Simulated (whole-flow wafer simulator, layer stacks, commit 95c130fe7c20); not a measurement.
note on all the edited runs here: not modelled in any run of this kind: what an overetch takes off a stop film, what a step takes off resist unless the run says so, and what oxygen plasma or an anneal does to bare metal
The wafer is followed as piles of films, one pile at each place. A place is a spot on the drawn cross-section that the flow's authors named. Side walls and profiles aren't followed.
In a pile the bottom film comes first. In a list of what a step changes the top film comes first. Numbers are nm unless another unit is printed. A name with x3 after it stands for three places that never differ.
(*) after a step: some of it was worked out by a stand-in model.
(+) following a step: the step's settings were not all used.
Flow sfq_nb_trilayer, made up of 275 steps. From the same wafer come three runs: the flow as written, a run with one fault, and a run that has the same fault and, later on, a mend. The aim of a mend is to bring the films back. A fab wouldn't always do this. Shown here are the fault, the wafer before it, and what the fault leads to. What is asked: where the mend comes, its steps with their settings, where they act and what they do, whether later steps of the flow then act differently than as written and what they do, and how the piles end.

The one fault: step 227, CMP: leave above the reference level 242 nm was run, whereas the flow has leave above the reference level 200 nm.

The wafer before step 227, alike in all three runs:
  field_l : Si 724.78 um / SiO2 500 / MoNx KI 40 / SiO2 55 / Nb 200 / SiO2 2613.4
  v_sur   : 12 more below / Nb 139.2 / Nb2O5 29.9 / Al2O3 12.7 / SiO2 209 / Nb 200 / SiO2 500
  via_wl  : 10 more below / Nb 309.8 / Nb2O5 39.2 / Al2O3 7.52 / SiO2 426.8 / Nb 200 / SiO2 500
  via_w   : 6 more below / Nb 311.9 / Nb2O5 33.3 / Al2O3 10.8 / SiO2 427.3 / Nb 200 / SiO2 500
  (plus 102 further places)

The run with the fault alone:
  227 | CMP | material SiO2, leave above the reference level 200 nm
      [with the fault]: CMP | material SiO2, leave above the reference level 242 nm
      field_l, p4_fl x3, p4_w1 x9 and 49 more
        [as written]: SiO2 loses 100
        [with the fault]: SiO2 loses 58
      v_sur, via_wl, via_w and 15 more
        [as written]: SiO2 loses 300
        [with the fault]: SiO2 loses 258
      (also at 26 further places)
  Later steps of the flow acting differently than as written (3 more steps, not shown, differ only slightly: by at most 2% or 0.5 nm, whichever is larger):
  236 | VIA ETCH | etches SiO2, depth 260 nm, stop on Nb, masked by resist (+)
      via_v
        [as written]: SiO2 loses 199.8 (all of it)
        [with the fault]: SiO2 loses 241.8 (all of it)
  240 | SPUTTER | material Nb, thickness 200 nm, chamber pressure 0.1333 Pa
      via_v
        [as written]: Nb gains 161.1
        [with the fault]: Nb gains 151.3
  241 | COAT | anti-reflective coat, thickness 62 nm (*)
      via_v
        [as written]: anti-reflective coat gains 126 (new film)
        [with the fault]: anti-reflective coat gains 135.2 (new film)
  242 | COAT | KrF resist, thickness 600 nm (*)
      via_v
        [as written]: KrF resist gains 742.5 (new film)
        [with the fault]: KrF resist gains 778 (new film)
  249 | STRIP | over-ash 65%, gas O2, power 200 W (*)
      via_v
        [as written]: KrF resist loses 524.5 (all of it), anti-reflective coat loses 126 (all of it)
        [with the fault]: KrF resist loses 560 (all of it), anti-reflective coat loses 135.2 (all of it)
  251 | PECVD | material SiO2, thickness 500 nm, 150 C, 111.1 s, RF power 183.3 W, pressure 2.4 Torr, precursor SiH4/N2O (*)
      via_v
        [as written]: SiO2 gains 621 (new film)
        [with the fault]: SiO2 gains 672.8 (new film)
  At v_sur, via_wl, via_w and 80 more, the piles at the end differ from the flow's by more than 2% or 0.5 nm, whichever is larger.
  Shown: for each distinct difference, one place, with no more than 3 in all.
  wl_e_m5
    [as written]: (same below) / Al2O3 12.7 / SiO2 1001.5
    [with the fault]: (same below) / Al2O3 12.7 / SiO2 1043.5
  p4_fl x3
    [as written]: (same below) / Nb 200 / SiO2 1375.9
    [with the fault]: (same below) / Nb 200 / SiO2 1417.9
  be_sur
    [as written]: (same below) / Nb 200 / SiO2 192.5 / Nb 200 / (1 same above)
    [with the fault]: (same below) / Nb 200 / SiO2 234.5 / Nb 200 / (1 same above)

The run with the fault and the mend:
  After step 234 comes the mend.
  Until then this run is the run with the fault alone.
  234a | STRIP | over-ash 65%, gas O2, power 200 W (*)
      field_l, v_sur, via_wl and 102 more
        KrF resist loses 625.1 (all of it), anti-reflective coat loses 62 (all of it)
      via_v
        anti-reflective coat loses 62 (all of it)
  234b | CMP | material SiO2, leave above the reference level 200 nm (a further turn of the flow's step 227)
      field_l, v_sur, via_wl and 103 more
        SiO2 loses 42
  234c | COAT | anti-reflective coat, thickness 62 nm (a further turn of the flow's step 229)
      field_l, v_sur, via_wl and 103 more
        anti-reflective coat gains 62 (new film)
  234d | COAT | KrF resist, thickness 650 nm (a further turn of the flow's step 230)
      field_l, v_sur, via_wl and 103 more
        KrF resist gains 650 (new film)
  234e | SOFTBAKE | KrF resist (a further turn of the flow's step 231)
      leaves every film unchanged at each place that is followed
  234f | EXPOSE | photomask I6, dose 11.91 mJ/cm2, NA 0.6, wavelength 248 nm (*) (a further turn of the flow's step 232)
      leaves every film unchanged at each place that is followed
  234g | PEB | KrF resist, 90 s (a further turn of the flow's step 233)
      field_l, v_sur, via_wl and 103 more
        KrF resist loses 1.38
  234h | DEVELOP | KrF resist, thickness 650 nm, 60 s (a further turn of the flow's step 234)
      field_l, v_sur, via_wl and 102 more
        KrF resist loses 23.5
      via_v
        KrF resist loses 648.6 (all of it)
  Later steps of the flow that are run all act as written at every place that is followed.
  At every place that both follow, the piles at the end match the flow's.
